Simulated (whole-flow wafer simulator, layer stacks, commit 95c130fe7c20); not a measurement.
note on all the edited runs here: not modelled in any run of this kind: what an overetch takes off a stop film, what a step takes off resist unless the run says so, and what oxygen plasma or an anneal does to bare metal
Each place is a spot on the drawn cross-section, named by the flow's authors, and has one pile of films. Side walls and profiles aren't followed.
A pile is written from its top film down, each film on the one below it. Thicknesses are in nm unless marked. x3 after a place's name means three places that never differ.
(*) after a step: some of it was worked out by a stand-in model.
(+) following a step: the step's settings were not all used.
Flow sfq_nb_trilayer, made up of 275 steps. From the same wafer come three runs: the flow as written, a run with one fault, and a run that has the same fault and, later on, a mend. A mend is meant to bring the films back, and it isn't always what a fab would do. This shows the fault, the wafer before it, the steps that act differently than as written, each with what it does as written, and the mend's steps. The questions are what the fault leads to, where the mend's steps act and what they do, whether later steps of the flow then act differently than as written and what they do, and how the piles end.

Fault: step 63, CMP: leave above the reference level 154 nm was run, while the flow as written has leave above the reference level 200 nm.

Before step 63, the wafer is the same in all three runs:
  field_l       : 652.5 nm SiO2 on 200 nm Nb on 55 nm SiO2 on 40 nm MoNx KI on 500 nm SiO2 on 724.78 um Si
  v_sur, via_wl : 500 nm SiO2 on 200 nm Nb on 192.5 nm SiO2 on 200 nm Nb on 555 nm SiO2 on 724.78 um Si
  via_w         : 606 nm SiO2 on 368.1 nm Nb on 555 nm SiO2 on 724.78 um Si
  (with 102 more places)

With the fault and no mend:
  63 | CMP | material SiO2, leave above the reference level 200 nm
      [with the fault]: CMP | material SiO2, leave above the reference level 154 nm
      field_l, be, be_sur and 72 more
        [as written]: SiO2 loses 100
        [with the fault]: SiO2 loses 146
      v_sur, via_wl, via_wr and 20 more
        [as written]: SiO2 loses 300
        [with the fault]: SiO2 loses 346
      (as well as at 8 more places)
  Steps later in the flow that act otherwise than as written (4 more steps, not shown, differ only slightly: by at most 2% or 0.5 nm, whichever is larger):
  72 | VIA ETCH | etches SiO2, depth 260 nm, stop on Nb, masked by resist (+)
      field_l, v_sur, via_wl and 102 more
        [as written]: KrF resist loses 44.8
        [with the fault]: KrF resist loses 39.8
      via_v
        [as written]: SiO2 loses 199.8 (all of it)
        [with the fault]: SiO2 loses 153.8 (all of it)
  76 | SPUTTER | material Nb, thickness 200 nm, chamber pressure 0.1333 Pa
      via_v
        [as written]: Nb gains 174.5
        [with the fault]: Nb gains 183.9
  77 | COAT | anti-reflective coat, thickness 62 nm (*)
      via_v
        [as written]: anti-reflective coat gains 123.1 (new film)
        [with the fault]: anti-reflective coat gains 112 (new film)
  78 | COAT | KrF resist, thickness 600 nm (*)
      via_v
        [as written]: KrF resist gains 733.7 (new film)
        [with the fault]: KrF resist gains 696.6 (new film)
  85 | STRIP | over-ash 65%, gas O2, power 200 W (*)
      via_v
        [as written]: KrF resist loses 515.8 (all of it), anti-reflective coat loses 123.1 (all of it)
        [with the fault]: KrF resist loses 478.7 (all of it), anti-reflective coat loses 112 (all of it)
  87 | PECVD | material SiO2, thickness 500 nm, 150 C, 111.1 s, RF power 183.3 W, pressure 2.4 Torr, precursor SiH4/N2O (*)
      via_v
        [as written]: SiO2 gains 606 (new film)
        [with the fault]: SiO2 gains 526.1 (new film)
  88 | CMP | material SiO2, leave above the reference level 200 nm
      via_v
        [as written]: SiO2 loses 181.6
        [with the fault]: SiO2 loses 157.1
  The piles end different from the flow's at v_sur, via_wl, via_w and 78 more by more than 2% or 0.5 nm, whichever is larger.
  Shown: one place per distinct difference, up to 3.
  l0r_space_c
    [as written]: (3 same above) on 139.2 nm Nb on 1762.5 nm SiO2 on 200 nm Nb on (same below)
    [with the fault]: (3 same above) on 139.2 nm Nb on 1716.5 nm SiO2 on 200 nm Nb on (same below)
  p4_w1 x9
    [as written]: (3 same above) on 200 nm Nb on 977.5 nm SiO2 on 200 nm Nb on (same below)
    [with the fault]: (3 same above) on 200 nm Nb on 931.5 nm SiO2 on 200 nm Nb on (same below)
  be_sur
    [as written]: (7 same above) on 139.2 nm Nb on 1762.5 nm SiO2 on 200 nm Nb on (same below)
    [with the fault]: (7 same above) on 139.2 nm Nb on 1716.5 nm SiO2 on 200 nm Nb on (same below)

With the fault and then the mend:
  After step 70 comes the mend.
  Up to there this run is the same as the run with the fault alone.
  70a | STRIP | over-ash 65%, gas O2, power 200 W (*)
      field_l, v_sur, via_wl and 102 more
        KrF resist loses 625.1 (all of it), anti-reflective coat loses 62 (all of it)
      via_v
        anti-reflective coat loses 62 (all of it)
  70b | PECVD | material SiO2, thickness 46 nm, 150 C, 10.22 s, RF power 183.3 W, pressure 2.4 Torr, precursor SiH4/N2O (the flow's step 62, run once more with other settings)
      field_l, v_sur, via_wl and 103 more
        SiO2 gains 46
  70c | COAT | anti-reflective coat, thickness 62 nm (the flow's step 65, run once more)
      field_l, v_sur, via_wl and 103 more
        anti-reflective coat gains 62 (new film)
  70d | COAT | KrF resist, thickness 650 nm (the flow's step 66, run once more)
      field_l, v_sur, via_wl and 103 more
        KrF resist gains 650 (new film)
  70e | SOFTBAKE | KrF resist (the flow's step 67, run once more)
      leaves every film unchanged at each place that is followed
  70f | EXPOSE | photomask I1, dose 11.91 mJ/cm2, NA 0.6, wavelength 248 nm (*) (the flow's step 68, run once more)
      leaves every film unchanged at each place that is followed
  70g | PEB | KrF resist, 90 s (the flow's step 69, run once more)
      field_l, v_sur, via_wl and 103 more
        KrF resist loses 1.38
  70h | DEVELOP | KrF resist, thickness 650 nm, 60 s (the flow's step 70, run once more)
      field_l, v_sur, via_wl and 102 more
        KrF resist loses 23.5
      via_v
        KrF resist loses 648.6 (all of it)
  Every later step of the flow that is run acts as written at every place that is followed.
  By the end, the piles equal the flow's at every place that both follow.
